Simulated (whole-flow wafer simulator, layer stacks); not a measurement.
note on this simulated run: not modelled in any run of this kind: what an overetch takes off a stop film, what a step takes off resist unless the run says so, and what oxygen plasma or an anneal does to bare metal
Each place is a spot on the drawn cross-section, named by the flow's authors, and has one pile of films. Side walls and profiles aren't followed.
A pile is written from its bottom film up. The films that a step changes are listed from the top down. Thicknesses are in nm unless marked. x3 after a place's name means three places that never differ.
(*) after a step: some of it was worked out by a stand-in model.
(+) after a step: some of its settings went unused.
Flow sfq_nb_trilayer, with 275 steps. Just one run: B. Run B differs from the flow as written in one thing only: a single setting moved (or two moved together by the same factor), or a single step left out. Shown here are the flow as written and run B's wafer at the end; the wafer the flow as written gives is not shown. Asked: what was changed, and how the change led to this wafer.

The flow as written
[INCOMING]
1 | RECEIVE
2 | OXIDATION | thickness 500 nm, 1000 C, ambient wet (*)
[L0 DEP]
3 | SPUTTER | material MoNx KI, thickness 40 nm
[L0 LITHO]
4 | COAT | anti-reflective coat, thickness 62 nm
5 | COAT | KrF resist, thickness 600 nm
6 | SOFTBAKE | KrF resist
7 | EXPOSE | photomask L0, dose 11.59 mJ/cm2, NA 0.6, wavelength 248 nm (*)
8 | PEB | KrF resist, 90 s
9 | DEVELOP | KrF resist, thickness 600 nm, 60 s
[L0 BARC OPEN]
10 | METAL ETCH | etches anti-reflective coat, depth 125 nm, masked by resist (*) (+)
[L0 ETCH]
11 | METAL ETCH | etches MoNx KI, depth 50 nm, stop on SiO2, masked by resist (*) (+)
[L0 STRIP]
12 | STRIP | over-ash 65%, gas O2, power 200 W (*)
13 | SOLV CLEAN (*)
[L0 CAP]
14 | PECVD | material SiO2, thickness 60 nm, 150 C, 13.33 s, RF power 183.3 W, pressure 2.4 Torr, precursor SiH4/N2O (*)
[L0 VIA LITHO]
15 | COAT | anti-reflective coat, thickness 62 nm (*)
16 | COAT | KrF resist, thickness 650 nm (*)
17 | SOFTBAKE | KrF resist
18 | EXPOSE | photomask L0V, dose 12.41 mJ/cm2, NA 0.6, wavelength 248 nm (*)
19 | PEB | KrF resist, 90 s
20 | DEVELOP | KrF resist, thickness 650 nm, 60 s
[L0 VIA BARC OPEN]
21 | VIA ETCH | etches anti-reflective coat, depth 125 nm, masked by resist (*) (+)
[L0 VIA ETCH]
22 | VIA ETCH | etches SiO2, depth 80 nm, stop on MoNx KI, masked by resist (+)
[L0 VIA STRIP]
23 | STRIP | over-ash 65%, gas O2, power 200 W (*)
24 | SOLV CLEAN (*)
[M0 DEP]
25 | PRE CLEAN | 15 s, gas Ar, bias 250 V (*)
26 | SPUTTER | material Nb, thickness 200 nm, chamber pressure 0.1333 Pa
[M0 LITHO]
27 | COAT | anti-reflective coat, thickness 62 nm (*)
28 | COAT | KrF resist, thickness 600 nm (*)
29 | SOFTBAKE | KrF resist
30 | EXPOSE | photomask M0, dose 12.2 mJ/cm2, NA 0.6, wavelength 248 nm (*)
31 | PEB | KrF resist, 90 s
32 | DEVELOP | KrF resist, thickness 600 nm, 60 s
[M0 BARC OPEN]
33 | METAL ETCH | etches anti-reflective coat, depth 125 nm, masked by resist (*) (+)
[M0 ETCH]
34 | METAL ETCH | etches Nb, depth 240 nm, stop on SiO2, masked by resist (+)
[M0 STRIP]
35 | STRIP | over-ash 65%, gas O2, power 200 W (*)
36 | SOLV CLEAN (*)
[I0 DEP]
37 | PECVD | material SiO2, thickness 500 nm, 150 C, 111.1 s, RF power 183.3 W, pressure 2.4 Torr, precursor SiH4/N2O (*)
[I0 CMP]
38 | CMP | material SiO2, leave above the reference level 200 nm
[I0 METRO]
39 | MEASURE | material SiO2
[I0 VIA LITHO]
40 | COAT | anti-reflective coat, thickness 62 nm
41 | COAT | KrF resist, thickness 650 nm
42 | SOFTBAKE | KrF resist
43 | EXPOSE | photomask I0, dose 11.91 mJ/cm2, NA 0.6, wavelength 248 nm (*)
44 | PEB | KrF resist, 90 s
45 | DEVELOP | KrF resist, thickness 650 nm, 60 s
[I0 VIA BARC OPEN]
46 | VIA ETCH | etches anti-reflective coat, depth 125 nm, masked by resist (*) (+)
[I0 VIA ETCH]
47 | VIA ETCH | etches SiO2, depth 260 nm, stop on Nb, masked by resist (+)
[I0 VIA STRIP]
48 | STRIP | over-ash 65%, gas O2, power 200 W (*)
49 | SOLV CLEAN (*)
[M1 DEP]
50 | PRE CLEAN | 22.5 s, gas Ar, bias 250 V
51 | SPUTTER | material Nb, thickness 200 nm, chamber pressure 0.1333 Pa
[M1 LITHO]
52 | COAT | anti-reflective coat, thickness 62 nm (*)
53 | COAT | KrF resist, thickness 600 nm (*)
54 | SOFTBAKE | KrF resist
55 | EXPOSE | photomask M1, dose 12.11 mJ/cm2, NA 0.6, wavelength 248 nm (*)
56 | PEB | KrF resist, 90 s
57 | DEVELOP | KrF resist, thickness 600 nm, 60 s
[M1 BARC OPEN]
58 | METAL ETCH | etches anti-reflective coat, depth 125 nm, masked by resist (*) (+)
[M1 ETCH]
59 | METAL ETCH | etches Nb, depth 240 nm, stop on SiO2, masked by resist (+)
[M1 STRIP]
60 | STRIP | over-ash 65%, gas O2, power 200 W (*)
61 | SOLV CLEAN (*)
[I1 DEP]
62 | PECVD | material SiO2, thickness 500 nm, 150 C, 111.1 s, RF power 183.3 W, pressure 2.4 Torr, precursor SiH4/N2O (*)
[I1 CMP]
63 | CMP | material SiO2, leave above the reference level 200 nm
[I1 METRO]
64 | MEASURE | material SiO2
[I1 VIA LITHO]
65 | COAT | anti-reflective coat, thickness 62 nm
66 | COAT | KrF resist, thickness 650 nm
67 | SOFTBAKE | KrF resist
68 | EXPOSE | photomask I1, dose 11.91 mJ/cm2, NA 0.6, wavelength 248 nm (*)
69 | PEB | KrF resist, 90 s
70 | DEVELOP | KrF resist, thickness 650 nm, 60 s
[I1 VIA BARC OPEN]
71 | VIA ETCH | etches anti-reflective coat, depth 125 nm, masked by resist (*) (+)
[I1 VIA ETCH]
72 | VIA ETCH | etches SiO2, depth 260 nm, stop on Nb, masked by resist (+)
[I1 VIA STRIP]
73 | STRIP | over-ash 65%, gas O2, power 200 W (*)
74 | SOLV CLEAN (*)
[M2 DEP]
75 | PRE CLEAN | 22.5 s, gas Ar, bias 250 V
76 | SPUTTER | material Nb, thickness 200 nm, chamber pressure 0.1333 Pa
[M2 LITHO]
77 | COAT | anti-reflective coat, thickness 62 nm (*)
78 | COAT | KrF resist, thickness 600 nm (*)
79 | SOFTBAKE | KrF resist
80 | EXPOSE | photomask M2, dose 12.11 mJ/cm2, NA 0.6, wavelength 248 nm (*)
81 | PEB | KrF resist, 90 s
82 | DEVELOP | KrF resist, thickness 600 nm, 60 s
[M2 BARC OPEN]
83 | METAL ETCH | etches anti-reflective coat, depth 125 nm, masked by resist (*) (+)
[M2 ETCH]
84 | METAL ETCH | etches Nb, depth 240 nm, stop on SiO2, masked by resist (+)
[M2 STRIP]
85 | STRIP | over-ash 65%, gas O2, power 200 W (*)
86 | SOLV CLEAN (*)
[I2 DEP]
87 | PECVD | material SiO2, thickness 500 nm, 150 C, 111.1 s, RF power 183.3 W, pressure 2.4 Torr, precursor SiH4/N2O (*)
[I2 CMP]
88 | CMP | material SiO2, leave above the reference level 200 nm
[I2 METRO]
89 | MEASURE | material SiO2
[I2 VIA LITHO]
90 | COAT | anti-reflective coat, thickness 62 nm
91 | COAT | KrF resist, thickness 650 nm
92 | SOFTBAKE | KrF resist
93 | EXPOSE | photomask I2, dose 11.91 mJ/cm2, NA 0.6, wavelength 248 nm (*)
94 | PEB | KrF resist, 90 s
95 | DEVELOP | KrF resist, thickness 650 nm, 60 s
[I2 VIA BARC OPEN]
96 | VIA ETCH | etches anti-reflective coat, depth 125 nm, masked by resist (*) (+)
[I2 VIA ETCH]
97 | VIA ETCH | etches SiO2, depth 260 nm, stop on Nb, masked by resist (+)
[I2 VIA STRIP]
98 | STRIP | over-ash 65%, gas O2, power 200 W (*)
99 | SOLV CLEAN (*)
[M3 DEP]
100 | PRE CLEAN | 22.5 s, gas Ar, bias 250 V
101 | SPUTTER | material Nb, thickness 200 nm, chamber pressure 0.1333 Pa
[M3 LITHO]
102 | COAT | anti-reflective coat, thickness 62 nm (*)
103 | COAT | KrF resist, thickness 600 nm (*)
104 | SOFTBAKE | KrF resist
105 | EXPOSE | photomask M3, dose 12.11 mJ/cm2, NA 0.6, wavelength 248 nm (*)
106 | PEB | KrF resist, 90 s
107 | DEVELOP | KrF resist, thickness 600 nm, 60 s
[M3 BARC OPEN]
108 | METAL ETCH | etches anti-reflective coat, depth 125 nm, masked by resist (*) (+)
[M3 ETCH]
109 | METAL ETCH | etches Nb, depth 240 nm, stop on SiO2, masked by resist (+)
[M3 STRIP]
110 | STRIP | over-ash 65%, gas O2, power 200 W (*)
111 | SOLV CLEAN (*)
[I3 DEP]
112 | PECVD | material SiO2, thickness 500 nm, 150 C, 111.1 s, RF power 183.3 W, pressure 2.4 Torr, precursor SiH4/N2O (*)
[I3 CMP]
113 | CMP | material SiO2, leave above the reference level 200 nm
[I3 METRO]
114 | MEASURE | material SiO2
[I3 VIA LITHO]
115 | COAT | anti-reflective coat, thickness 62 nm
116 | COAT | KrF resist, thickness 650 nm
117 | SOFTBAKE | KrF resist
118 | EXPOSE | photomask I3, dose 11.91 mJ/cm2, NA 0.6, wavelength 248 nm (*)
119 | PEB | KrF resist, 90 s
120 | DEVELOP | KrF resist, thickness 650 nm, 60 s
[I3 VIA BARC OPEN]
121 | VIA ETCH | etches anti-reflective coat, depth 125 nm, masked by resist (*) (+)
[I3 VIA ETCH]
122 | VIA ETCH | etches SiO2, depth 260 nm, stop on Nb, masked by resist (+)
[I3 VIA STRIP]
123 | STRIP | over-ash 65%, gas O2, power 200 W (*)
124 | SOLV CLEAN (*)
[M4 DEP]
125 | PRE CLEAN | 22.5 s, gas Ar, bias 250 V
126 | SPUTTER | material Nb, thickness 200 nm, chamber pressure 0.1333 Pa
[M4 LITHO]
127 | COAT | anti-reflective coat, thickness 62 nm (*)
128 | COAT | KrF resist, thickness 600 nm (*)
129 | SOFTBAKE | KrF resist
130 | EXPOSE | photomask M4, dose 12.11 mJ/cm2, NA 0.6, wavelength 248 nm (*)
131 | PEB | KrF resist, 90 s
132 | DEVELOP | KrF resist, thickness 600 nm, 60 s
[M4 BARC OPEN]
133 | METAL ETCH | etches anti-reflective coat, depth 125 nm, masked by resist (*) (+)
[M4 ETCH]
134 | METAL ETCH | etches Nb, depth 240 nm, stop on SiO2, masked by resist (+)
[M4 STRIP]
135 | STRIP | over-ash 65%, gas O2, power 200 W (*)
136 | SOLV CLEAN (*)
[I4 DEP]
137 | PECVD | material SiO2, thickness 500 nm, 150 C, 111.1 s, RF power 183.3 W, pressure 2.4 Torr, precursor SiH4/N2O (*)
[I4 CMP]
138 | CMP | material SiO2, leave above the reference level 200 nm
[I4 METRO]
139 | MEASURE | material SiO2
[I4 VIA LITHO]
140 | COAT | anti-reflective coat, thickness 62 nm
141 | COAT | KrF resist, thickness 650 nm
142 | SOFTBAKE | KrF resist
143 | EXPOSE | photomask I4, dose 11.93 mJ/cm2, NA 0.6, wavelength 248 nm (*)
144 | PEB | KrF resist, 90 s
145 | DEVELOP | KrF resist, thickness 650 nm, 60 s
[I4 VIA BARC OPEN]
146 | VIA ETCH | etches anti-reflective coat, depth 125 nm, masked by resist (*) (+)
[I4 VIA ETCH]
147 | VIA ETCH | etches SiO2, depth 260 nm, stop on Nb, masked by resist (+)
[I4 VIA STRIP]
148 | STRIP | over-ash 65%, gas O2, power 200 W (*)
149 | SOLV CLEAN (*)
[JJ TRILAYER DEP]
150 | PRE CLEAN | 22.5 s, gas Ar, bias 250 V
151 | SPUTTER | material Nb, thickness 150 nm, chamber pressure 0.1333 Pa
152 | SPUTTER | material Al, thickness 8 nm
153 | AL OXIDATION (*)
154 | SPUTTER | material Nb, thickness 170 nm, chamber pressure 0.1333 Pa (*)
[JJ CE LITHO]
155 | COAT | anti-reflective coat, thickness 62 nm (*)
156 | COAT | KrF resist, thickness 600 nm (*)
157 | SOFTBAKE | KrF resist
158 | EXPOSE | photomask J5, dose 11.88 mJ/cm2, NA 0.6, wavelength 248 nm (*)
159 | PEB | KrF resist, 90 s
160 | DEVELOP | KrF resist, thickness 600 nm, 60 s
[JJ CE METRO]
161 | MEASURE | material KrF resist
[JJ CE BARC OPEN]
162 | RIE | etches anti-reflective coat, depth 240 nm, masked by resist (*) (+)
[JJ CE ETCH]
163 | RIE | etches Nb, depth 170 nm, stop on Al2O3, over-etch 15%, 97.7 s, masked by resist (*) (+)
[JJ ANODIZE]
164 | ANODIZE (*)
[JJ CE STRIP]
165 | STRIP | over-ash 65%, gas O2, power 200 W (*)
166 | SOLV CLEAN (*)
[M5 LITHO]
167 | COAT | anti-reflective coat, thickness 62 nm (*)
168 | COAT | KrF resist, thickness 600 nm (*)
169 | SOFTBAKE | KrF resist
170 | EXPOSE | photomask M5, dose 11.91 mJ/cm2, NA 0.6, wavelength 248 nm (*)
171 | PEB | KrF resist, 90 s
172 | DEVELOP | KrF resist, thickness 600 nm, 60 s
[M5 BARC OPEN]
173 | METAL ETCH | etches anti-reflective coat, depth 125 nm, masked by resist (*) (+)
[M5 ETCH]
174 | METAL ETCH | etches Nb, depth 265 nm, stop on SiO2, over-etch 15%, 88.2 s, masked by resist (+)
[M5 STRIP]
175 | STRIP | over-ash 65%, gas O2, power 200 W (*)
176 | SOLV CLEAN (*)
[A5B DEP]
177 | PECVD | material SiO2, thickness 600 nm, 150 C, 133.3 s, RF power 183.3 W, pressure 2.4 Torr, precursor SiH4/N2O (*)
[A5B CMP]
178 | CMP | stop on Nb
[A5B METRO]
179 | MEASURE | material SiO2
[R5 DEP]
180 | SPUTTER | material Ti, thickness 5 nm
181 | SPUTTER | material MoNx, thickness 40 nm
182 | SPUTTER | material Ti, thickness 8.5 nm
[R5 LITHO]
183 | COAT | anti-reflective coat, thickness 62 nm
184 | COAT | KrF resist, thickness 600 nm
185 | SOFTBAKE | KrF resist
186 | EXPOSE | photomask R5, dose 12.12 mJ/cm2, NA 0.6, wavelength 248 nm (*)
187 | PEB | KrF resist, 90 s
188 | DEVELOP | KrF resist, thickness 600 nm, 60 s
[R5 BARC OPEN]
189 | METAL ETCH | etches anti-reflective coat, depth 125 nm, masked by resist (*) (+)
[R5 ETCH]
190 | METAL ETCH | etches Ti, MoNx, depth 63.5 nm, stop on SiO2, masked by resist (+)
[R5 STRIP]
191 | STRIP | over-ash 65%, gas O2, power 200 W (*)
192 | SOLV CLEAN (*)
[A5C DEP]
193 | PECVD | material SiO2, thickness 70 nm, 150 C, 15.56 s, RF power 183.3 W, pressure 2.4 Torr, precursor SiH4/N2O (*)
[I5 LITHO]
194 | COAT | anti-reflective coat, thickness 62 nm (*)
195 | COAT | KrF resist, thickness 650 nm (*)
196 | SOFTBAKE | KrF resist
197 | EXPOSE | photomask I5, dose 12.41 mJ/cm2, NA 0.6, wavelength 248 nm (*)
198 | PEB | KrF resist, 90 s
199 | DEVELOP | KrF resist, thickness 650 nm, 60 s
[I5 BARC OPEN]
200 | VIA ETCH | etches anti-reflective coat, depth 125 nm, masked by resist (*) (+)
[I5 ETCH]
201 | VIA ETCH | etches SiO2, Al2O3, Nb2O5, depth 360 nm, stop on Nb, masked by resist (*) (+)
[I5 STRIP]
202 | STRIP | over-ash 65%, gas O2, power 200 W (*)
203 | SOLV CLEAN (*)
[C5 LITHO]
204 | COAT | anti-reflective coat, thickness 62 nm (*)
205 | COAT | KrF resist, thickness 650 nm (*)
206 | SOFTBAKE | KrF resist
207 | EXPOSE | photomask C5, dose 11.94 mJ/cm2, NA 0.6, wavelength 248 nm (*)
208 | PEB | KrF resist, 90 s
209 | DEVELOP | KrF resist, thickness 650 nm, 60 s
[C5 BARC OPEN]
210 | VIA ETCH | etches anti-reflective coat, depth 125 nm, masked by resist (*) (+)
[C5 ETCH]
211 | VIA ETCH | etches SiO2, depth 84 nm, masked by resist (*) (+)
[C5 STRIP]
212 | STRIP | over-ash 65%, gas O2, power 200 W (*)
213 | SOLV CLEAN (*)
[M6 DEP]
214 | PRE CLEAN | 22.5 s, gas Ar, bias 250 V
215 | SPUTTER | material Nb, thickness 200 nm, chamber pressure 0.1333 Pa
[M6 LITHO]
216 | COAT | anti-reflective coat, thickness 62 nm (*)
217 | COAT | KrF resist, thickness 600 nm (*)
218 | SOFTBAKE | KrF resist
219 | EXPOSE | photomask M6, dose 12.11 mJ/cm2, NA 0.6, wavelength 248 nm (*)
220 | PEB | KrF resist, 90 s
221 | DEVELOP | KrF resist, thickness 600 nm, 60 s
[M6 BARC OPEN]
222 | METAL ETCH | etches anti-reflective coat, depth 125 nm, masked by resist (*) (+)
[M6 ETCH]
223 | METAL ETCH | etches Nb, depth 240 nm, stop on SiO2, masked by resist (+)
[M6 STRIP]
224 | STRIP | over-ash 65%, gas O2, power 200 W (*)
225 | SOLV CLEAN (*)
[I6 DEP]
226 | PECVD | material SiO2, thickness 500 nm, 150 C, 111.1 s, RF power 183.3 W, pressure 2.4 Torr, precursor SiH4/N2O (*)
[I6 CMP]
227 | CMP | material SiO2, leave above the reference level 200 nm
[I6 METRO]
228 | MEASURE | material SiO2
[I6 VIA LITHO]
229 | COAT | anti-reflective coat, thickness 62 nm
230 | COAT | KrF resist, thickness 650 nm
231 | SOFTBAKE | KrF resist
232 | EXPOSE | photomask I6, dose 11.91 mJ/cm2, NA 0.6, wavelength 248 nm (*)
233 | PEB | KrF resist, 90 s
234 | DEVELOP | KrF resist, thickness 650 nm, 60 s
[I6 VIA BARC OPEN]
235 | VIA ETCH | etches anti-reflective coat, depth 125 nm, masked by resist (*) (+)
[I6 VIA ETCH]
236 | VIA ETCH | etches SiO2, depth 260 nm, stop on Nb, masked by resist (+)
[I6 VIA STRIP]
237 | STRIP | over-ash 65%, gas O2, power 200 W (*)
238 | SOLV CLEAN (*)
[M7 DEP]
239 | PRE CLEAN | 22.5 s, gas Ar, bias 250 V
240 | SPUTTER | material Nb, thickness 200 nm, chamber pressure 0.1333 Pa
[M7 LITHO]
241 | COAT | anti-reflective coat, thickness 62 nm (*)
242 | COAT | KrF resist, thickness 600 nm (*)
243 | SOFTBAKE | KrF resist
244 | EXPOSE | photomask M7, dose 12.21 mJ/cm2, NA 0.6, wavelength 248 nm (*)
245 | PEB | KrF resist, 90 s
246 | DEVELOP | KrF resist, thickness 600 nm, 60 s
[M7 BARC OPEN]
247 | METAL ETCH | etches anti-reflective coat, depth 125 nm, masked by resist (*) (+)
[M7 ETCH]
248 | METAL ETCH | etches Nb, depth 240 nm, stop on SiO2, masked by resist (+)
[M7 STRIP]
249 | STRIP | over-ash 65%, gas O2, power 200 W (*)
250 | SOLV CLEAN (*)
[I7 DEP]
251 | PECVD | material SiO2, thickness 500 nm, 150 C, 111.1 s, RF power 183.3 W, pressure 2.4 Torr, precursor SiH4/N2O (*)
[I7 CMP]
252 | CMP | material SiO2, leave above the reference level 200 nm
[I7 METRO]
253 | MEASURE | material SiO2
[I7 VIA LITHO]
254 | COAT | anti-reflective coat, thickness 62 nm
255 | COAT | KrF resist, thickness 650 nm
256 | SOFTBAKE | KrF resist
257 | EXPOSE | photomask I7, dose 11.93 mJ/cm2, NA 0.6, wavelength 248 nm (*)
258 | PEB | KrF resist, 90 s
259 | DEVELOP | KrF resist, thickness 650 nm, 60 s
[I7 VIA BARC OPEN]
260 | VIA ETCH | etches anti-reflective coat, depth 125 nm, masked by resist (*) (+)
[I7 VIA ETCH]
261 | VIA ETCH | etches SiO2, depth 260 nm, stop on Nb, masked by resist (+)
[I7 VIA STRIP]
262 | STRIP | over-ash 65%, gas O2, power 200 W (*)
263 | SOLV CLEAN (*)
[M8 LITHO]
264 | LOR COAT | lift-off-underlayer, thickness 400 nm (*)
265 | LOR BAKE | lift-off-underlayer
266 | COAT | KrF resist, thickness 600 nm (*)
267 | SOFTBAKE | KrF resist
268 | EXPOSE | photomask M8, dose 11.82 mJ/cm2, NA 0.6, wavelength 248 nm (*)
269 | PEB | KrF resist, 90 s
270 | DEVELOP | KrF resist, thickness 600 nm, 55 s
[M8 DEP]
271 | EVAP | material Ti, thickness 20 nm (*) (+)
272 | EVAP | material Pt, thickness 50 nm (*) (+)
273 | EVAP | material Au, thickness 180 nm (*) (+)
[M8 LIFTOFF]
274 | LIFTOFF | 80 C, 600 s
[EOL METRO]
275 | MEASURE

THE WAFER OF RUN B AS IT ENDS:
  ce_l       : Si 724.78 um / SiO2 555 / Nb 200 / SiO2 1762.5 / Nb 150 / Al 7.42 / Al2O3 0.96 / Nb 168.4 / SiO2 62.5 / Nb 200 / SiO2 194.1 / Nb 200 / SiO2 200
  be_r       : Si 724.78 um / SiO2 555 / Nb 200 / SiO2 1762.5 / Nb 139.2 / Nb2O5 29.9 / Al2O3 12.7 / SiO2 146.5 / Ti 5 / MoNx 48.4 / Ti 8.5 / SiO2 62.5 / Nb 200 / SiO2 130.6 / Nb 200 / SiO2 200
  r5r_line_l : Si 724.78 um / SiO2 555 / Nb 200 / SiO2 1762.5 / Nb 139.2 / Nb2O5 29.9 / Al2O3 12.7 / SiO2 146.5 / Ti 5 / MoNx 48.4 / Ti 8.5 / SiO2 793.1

What caused this: step 181, SPUTTER: thickness 48.4 nm was run, whereas the flow has thickness 40 nm.
The wafer itself shows it: be_r has MoNx 48.4, and step 181 as written asks for 40 nm.

How this came from the change, step by step:
  181 | SPUTTER | material MoNx, thickness 40 nm
      field_l, v_sur, via_wl and 103 more: +48.4 MoNx (new film) (it would be, as written: +40 MoNx (new film))
  190 | METAL ETCH | etches Ti, MoNx, depth 63.5 nm, stop on SiO2, masked by resist (+)
      field_l, v_sur, via_wl and 92 more: -8.5 Ti (all of it), -48.4 MoNx (all of it), -5 Ti (all of it) (it would be, as written: -8.5 Ti (all of it), -40 MoNx (all of it), -5 Ti (all of it))
      ce_l, c5j, ce_r, wl_jj: -8.5 Ti (all of it), -48.4 MoNx (all of it), -5 Ti (all of it), -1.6 Nb (it would be, as written: -8.5 Ti (all of it), -40 MoNx (all of it), -5 Ti (all of it), -10 Nb)
  194 | COAT | anti-reflective coat, thickness 62 nm (*)
      wl_j_sl, wl_j_sr: +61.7 anti-reflective coat (new film) (it would be, as written: +60.2 anti-reflective coat (new film))
      r5r_spacepad_l, r5r_spacepad_r: +88 anti-reflective coat (new film) (it would be, as written: +84.4 anti-reflective coat (new film))
      (also at 11 further places)
  202 | STRIP | over-ash 65%, gas O2, power 200 W (*)
      wl_j_sl, wl_j_sr: -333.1 KrF resist (all of it), -61.7 anti-reflective coat (all of it) (it would be, as written: -333.3 KrF resist (all of it), -60.2 anti-reflective coat (all of it))
      r5r_spacepad_l, r5r_spacepad_r: -335.9 KrF resist (all of it), -88 anti-reflective coat (all of it) (it would be, as written: -335.6 KrF resist (all of it), -84.4 anti-reflective coat (all of it))
      (also at 11 further places)
  204 | COAT | anti-reflective coat, thickness 62 nm (*)
      wl_j_sl, wl_j_sr: +61.7 anti-reflective coat (new film) (it would be, as written: +60.2 anti-reflective coat (new film))
      r5r_spacepad_l, r5r_spacepad_r: +88 anti-reflective coat (new film) (it would be, as written: +84.4 anti-reflective coat (new film))
      (also at 11 further places)
  210 | VIA ETCH | etches anti-reflective coat, depth 125 nm, masked by resist (*) (+)
      c5j: -61.7 anti-reflective coat (all of it), -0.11 SiO2 (it would be, as written: -63.9 anti-reflective coat (all of it), -0.11 SiO2)
  212 | STRIP | over-ash 65%, gas O2, power 200 W (*)
      wl_j_sl, wl_j_sr: -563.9 KrF resist (all of it), -61.7 anti-reflective coat (all of it) (it would be, as written: -563.4 KrF resist (all of it), -60.2 anti-reflective coat (all of it))
      r5r_spacepad_l, r5r_spacepad_r: -566.7 KrF resist (all of it), -88 anti-reflective coat (all of it) (it would be, as written: -565.8 KrF resist (all of it), -84.4 anti-reflective coat (all of it))
      (also at 10 further places)
  216 | COAT | anti-reflective coat, thickness 62 nm (*)
      wl_j_sl, wl_j_sr: +61.7 anti-reflective coat (new film) (it would be, as written: +60.2 anti-reflective coat (new film))
      r5r_line_l, r5r_line_c: +48.9 anti-reflective coat (new film) (it would be, as written: +50 anti-reflective coat (new film))
      (also at 9 further places)
  222 | METAL ETCH | etches anti-reflective coat, depth 125 nm, masked by resist (*) (+)
      r5r_line_l, r5r_line_c: -48.9 anti-reflective coat (all of it) (it would be, as written: -50 anti-reflective coat (all of it))
      r5r_spacepad_l, r5r_spacepad_r: -89.9 anti-reflective coat (all of it) (it would be, as written: -85.7 anti-reflective coat (all of it))
      (also at 2 further places)
  224 | STRIP | over-ash 65%, gas O2, power 200 W (*)
      wl_j_sl, wl_j_sr: -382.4 KrF resist (all of it), -61.7 anti-reflective coat (all of it) (it would be, as written: -382.5 KrF resist (all of it), -60.2 anti-reflective coat (all of it))
      jj_sur: -378.6 KrF resist (all of it), -58.2 anti-reflective coat (all of it) (it would be, as written: -378.5 KrF resist (all of it), -56.1 anti-reflective coat (all of it))
      (also at 4 further places)
  227 | CMP | material SiO2, leave above the reference level 200 nm
      r5r_line_l, r5r_spacepad_l, r5r_spacepad_r, r5r_line_c, r5r_line_r: -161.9 SiO2 (it would be, as written: -153.5 SiO2)
      ce_l, ce_r, wl_jj: -298.4 SiO2 (it would be, as written: -290 SiO2)
      (also at 5 further places)
